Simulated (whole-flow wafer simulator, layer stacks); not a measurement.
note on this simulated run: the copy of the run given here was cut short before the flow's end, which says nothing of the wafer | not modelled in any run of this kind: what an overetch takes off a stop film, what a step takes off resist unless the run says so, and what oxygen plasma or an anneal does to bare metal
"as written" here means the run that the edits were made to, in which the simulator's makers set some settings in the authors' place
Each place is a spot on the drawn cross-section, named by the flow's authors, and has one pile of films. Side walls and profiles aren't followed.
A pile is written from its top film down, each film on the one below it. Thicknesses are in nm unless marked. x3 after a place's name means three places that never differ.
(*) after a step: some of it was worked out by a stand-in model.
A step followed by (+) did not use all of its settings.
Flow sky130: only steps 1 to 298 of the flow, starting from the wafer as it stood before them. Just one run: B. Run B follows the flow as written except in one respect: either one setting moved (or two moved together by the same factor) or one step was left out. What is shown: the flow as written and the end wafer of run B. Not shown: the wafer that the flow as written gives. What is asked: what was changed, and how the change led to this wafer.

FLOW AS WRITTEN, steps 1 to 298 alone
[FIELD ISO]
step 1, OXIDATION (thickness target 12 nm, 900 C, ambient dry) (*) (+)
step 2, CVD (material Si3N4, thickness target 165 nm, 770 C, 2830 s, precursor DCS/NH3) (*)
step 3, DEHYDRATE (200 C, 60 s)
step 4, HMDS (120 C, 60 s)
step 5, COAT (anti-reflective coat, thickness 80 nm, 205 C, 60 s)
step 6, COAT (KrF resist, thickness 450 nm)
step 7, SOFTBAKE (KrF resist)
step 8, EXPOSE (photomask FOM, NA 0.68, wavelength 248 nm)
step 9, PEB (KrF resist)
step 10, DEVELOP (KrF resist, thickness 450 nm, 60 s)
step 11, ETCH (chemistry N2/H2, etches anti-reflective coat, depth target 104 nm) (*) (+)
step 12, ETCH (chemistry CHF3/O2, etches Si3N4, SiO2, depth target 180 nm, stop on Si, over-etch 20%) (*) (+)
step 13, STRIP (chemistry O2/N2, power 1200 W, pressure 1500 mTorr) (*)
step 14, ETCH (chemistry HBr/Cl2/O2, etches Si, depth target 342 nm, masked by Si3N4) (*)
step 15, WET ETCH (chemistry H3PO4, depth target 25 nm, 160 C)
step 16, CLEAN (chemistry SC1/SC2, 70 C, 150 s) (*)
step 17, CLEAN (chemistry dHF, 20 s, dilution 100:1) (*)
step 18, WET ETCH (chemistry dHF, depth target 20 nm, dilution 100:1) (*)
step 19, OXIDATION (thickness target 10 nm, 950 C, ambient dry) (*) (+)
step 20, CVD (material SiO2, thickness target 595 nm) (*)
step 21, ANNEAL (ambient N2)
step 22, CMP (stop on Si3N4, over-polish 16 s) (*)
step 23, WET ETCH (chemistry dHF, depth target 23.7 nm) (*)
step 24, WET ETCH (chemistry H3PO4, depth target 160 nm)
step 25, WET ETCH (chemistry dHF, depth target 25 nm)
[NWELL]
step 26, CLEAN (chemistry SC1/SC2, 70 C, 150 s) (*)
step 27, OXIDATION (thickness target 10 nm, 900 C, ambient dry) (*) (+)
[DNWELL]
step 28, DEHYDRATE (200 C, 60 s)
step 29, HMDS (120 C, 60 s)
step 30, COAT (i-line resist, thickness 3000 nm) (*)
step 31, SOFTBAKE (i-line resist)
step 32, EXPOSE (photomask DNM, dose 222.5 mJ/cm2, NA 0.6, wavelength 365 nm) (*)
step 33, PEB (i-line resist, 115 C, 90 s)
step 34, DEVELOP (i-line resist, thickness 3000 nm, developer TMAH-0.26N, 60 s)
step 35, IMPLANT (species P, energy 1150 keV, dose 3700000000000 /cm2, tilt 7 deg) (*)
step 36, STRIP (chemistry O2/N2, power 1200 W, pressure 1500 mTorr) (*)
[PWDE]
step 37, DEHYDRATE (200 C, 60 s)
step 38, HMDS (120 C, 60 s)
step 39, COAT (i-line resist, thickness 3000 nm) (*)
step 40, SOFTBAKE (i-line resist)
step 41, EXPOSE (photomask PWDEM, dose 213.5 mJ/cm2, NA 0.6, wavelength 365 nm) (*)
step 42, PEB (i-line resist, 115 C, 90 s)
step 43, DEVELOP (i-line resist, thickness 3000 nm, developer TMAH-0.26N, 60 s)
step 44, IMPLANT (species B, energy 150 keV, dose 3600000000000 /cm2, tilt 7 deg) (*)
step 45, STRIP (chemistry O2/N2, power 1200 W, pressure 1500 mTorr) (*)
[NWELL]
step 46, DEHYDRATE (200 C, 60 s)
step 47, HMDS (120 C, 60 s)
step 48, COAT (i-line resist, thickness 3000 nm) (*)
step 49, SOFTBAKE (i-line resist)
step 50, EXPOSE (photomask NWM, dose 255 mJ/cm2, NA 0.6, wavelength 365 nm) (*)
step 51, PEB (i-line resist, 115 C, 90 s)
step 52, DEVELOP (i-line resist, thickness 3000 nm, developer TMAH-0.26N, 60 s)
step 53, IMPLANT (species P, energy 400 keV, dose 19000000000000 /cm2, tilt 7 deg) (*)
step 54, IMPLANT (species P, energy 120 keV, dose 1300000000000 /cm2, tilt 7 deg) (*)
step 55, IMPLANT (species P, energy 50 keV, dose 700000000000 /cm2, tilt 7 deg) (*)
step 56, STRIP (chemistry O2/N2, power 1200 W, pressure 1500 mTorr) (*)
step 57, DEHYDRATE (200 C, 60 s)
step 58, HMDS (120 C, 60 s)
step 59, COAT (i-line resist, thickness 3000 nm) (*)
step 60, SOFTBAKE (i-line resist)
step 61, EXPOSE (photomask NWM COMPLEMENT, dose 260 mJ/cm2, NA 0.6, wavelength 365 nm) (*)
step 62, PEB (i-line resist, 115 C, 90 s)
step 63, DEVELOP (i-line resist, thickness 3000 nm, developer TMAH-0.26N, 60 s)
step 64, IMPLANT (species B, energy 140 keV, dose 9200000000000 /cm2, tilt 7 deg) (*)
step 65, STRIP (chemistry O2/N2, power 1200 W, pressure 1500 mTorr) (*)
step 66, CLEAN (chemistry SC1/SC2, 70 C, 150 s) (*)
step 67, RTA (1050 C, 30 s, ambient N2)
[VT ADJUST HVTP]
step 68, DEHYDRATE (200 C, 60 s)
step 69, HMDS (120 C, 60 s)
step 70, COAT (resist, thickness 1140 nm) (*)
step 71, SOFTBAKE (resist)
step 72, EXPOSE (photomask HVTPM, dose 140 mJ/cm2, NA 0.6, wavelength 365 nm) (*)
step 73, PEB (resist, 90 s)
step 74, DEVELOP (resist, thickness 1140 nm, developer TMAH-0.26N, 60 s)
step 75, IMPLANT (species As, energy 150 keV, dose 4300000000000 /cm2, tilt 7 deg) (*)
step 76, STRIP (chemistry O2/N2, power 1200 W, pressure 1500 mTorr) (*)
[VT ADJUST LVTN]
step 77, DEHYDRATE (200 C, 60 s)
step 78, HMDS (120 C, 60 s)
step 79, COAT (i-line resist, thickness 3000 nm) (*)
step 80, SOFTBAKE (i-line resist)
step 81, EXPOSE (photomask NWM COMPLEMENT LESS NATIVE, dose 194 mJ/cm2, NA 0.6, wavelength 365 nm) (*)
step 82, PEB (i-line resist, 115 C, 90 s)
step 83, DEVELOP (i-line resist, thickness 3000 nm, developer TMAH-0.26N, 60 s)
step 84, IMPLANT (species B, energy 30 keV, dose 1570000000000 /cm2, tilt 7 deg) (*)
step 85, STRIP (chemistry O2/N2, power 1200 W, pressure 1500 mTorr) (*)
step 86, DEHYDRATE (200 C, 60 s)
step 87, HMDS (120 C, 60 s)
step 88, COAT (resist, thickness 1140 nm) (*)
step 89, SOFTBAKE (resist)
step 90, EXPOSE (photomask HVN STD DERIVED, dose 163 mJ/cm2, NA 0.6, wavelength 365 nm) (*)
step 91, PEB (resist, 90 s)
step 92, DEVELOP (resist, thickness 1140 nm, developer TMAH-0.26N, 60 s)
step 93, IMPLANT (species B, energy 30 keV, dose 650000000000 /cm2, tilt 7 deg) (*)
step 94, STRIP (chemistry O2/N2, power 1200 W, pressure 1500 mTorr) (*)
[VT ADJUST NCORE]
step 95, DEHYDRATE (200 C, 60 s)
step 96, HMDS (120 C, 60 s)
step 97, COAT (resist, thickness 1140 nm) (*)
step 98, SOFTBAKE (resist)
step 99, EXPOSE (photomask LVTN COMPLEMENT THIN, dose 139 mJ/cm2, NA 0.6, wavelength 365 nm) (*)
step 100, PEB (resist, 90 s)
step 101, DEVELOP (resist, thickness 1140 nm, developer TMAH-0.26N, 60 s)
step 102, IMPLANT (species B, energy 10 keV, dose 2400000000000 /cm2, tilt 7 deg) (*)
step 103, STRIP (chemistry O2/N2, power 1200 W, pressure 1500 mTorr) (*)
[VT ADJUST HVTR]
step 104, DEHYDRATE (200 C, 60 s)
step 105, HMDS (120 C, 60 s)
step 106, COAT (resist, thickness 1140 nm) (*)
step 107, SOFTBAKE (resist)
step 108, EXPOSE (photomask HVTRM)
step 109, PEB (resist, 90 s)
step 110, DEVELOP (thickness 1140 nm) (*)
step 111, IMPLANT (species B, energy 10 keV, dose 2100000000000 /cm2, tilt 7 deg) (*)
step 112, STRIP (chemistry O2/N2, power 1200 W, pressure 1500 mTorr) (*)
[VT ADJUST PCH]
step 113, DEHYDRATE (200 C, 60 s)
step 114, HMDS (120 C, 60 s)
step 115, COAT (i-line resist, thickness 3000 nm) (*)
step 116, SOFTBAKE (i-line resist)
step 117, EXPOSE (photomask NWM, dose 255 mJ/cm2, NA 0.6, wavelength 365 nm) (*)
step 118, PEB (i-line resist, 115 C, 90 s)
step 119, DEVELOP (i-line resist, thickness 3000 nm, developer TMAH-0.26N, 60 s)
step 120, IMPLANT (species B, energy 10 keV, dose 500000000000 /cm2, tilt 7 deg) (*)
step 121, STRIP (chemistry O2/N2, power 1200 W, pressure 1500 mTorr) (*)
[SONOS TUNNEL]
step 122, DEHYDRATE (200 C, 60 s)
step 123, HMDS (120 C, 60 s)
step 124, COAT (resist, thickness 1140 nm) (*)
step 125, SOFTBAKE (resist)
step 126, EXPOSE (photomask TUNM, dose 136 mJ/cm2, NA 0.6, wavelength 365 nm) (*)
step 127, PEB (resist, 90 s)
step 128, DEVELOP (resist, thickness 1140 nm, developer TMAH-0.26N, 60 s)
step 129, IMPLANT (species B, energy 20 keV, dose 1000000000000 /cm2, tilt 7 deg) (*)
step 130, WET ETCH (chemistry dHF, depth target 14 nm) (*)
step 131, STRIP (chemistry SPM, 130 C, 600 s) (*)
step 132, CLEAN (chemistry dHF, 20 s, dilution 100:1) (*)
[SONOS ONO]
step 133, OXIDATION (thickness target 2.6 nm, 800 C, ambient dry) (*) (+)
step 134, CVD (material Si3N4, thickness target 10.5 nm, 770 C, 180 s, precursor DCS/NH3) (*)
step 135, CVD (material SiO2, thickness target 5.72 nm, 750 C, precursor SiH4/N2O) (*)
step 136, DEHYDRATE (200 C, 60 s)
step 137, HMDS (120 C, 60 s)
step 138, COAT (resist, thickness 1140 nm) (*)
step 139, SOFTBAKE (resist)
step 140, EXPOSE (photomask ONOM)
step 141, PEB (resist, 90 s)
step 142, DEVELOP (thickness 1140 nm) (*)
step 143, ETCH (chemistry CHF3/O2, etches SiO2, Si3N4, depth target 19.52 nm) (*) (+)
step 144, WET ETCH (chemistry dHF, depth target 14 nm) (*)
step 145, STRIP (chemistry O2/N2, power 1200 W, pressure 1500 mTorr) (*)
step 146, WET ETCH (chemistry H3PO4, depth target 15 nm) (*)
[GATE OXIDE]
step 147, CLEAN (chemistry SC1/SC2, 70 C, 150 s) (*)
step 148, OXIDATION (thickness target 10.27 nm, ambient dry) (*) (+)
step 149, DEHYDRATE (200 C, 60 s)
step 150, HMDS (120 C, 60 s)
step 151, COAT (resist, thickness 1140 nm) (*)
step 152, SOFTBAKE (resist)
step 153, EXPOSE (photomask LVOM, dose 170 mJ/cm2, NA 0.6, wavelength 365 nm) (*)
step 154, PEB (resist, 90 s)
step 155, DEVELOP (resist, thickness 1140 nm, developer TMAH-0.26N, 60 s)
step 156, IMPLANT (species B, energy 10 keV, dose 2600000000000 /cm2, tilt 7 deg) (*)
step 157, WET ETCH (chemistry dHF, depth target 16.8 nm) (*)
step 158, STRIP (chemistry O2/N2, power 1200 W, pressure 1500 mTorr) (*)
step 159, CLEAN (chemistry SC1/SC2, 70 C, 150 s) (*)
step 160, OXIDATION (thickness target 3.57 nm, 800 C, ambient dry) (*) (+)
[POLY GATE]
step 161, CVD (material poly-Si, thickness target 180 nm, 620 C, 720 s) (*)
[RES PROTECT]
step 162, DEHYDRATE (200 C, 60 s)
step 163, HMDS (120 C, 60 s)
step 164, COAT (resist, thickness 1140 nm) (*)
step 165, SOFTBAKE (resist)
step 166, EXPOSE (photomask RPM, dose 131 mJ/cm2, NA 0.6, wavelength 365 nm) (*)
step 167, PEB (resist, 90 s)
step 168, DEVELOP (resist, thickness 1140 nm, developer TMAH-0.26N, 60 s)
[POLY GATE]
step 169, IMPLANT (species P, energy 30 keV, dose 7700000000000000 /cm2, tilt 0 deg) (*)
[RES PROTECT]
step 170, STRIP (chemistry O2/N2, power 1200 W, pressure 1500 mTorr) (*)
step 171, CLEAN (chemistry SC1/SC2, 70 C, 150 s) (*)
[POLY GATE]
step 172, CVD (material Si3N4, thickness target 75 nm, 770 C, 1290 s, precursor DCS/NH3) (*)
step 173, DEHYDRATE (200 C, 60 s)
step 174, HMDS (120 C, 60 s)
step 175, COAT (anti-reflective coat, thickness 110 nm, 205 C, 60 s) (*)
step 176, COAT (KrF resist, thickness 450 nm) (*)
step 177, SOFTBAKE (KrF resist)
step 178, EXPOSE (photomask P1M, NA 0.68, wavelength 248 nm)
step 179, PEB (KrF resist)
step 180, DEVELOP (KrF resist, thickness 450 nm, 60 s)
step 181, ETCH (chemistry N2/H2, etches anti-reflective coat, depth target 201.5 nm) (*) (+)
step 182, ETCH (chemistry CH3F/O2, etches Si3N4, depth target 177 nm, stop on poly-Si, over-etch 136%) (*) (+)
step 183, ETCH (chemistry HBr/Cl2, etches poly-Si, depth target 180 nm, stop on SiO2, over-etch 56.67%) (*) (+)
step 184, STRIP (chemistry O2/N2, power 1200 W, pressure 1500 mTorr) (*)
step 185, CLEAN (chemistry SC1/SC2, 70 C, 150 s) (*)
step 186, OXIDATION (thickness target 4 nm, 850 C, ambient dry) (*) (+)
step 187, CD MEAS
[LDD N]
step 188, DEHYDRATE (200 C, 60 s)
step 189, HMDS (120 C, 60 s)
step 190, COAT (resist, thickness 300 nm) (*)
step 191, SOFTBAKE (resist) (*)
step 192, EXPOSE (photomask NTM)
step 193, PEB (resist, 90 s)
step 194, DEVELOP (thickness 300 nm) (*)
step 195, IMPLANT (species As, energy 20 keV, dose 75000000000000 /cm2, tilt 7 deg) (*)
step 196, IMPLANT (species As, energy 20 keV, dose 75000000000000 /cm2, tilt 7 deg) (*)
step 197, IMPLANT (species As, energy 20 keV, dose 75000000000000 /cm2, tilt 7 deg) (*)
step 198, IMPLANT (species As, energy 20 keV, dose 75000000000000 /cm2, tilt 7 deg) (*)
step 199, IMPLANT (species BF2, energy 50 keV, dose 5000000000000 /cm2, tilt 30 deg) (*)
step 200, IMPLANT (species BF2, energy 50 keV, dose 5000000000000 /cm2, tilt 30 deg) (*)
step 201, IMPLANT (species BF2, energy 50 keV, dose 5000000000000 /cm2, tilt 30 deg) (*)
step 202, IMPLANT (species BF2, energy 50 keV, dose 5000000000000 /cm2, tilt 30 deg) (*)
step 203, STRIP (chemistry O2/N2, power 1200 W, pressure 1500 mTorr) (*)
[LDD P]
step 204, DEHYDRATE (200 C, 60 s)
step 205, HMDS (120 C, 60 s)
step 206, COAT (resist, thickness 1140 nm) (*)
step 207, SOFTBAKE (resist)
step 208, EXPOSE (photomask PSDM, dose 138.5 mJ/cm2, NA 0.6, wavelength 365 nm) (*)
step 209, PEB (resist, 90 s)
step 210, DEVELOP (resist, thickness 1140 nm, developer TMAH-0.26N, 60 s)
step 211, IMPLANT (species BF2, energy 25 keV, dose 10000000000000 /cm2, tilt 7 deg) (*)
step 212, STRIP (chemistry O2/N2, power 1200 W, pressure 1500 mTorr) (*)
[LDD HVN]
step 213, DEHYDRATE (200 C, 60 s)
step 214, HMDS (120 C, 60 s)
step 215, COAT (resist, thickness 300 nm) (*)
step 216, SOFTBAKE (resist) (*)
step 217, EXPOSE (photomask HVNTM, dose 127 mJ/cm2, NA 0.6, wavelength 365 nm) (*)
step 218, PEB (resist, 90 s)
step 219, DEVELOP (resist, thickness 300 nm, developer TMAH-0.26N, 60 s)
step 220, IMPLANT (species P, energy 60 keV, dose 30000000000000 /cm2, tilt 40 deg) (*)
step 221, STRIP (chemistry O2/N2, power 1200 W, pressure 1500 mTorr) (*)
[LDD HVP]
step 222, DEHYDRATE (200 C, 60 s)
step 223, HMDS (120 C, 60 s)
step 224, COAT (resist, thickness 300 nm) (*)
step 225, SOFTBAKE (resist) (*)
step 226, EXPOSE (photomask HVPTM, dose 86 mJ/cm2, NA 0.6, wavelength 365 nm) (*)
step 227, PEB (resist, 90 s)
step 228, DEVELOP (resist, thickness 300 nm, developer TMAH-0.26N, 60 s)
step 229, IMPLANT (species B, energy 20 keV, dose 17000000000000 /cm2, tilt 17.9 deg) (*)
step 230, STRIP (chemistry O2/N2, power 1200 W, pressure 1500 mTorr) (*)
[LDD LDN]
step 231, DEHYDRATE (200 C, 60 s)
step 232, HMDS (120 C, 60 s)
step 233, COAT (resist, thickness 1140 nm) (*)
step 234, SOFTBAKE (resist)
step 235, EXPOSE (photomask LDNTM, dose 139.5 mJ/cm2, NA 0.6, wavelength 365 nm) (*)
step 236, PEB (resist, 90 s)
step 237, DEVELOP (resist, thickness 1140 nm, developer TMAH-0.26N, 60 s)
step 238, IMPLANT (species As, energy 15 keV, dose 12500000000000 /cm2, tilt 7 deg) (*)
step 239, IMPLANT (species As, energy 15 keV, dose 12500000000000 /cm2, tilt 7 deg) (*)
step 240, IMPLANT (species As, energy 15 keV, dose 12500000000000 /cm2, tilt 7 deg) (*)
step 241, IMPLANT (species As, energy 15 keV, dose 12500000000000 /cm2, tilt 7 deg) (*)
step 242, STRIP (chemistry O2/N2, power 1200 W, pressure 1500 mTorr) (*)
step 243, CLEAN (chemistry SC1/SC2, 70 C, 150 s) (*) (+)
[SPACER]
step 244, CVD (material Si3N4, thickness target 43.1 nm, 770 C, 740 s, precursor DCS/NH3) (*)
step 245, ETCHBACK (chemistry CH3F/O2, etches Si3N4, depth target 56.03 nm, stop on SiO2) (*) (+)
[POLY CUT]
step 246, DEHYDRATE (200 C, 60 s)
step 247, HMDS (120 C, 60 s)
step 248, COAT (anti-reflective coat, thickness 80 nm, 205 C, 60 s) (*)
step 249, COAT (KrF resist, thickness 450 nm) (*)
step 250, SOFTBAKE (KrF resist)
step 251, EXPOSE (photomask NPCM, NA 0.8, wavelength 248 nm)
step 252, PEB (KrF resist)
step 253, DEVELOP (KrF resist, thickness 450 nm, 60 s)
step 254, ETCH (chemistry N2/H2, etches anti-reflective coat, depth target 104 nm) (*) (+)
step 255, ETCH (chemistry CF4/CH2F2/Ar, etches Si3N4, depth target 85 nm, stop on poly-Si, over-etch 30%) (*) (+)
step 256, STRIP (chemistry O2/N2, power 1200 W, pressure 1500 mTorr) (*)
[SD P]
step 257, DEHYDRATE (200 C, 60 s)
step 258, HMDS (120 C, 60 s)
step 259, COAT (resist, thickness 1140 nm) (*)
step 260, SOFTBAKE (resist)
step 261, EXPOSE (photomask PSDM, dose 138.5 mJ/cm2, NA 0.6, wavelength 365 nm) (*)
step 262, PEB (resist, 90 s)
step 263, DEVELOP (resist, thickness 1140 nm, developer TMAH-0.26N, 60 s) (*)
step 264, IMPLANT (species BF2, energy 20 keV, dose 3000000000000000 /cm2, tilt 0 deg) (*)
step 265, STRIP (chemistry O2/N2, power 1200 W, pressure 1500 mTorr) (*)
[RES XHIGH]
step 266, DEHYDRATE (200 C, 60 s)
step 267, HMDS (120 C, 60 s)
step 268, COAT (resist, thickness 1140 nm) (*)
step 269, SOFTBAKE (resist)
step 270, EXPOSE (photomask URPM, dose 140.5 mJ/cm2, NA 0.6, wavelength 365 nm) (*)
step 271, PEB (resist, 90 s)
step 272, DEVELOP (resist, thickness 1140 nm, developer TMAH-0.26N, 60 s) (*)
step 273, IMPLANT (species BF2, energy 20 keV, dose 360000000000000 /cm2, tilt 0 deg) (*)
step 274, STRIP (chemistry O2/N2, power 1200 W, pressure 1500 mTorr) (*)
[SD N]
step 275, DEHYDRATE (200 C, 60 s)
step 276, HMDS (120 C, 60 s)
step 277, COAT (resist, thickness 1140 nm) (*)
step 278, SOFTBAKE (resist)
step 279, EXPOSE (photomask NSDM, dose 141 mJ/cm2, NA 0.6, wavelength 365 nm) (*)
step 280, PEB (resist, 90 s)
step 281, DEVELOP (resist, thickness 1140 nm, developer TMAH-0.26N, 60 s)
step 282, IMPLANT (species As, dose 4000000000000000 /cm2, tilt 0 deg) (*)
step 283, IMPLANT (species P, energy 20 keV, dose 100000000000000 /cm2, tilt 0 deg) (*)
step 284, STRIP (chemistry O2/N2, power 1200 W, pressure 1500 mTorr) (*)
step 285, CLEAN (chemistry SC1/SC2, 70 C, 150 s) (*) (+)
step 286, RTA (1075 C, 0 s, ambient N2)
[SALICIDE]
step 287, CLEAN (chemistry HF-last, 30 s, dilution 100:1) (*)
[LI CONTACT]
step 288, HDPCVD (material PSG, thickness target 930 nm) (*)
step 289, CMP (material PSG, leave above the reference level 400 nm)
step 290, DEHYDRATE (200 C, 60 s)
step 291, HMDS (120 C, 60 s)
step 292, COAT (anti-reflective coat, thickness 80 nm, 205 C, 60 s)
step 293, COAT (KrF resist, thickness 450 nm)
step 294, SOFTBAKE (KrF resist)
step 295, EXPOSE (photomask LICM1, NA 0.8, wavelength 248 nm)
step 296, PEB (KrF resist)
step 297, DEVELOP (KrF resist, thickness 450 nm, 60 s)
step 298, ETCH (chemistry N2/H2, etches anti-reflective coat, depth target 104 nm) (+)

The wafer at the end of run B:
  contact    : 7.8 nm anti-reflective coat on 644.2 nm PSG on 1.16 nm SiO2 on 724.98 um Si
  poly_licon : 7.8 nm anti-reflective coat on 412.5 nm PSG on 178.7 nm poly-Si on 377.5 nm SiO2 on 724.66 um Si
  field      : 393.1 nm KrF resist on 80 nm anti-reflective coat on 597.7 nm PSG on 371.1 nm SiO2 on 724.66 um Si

What caused this: step 298, ETCH: depth target 72.2 nm was run, whereas the flow has depth target 104 nm.

How this came from the change, step by step:
  step 298, ETCH (chemistry N2/H2, etches anti-reflective coat, depth target 104 nm) (+)
      contact, poly_licon, ndiff_licon, ndiff_licon_cpp, rpo_hd_licon: -72.2 anti-reflective coat (as written it would have been: -80 anti-reflective coat (all of it), -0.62 PSG)
      field, active, n_well and 184 more: -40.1 KrF resist (as written it would have been: -57.8 KrF resist)
